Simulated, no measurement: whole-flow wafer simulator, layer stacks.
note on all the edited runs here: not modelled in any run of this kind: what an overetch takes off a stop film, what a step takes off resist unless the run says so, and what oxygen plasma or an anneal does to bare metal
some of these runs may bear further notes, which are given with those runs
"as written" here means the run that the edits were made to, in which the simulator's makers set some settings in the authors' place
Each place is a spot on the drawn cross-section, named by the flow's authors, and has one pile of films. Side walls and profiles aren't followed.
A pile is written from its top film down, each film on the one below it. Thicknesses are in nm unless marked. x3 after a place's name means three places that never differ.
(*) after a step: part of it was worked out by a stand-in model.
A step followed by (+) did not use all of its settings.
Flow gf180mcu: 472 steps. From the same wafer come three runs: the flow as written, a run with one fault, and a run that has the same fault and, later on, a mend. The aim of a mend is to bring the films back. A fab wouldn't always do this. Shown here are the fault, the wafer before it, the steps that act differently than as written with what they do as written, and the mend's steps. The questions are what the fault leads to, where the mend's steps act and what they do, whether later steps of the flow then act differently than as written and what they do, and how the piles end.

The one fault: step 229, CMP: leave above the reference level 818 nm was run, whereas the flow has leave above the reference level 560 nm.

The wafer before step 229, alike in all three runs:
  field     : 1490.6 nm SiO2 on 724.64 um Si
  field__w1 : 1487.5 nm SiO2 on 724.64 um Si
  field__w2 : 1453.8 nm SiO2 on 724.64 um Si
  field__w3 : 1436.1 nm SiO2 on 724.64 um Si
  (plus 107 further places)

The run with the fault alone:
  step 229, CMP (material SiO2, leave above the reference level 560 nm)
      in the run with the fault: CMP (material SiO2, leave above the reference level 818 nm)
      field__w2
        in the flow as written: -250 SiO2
        in the run with the fault: nothing
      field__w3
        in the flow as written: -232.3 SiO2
        in the run with the fault: nothing
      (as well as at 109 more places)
  Steps further on in the flow that do not act as written (not shown: 6 more steps that differ only slightly, by at most 2% or 0.5 nm, whichever is larger):
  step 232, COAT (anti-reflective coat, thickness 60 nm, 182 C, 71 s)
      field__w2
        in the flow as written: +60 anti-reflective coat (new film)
        in the run with the fault: +66.7 anti-reflective coat (new film)
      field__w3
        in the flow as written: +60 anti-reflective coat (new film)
        in the run with the fault: +84.1 anti-reflective coat (new film)
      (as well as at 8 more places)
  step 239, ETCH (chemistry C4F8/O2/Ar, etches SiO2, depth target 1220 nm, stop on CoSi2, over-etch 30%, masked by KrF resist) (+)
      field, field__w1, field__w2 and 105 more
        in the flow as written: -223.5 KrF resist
        in the run with the fault: -244 KrF resist
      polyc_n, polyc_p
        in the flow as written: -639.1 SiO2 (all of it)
        in the run with the fault: -897.1 SiO2 (all of it)
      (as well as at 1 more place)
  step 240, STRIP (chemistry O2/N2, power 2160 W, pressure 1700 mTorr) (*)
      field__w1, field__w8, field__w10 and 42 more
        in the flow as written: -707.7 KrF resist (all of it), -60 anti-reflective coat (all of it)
        in the run with the fault: -687.2 KrF resist (all of it), -60 anti-reflective coat (all of it)
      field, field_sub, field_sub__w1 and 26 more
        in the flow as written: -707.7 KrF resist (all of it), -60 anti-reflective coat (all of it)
        in the run with the fault: -687.1 KrF resist (all of it), -60 anti-reflective coat (all of it)
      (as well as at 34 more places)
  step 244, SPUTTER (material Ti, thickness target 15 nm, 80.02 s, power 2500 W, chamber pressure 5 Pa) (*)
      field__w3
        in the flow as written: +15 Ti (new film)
        in the run with the fault: +14.2 Ti (new film)
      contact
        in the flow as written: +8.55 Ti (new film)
        in the run with the fault: +7.37 Ti (new film)
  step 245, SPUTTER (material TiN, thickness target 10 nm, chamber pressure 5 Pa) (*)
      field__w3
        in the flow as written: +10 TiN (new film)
        in the run with the fault: +9.45 TiN (new film)
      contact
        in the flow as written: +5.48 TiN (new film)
        in the run with the fault: +4.74 TiN (new film)
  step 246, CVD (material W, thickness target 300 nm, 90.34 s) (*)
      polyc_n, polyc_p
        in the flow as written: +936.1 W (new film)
        in the run with the fault: +1194.1 W (new film)
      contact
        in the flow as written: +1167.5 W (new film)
        in the run with the fault: +1427.4 W (new film)
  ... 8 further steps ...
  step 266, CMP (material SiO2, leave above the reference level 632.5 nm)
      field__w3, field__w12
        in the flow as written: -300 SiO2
        in the run with the fault: -288.4 SiO2
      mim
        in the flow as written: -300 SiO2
        in the run with the fault: -291.3 SiO2
  The piles end different from the flow's at field, field__w1, field__w2 and 109 more by more than 2% or 0.5 nm, whichever is larger.
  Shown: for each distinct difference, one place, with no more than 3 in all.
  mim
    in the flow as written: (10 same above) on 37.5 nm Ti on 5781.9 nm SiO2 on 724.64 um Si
    in the run with the fault: (10 same above) on 37.5 nm Ti on 4593.6 nm SiO2 on 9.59 nm TiN on 14.8 nm Ti on 1421.8 nm SiO2 on 724.64 um Si
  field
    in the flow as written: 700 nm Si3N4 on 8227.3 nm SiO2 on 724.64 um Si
    in the run with the fault: 700 nm Si3N4 on 8485.2 nm SiO2 on 724.64 um Si
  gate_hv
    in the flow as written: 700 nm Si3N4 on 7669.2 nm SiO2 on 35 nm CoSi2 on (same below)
    in the run with the fault: 700 nm Si3N4 on 7927.1 nm SiO2 on 35 nm CoSi2 on (same below)

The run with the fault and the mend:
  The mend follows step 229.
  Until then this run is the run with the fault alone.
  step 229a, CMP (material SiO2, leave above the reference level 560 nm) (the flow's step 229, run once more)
      field, field__w1, field__w5 and 104 more
        -258 SiO2
      field__w2
        -250 SiO2
      field__w3
        -232.3 SiO2
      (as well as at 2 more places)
  Later steps of the flow that are run all act as written at every place that is followed.
  By the end, the piles equal the flow's at every place that both follow.
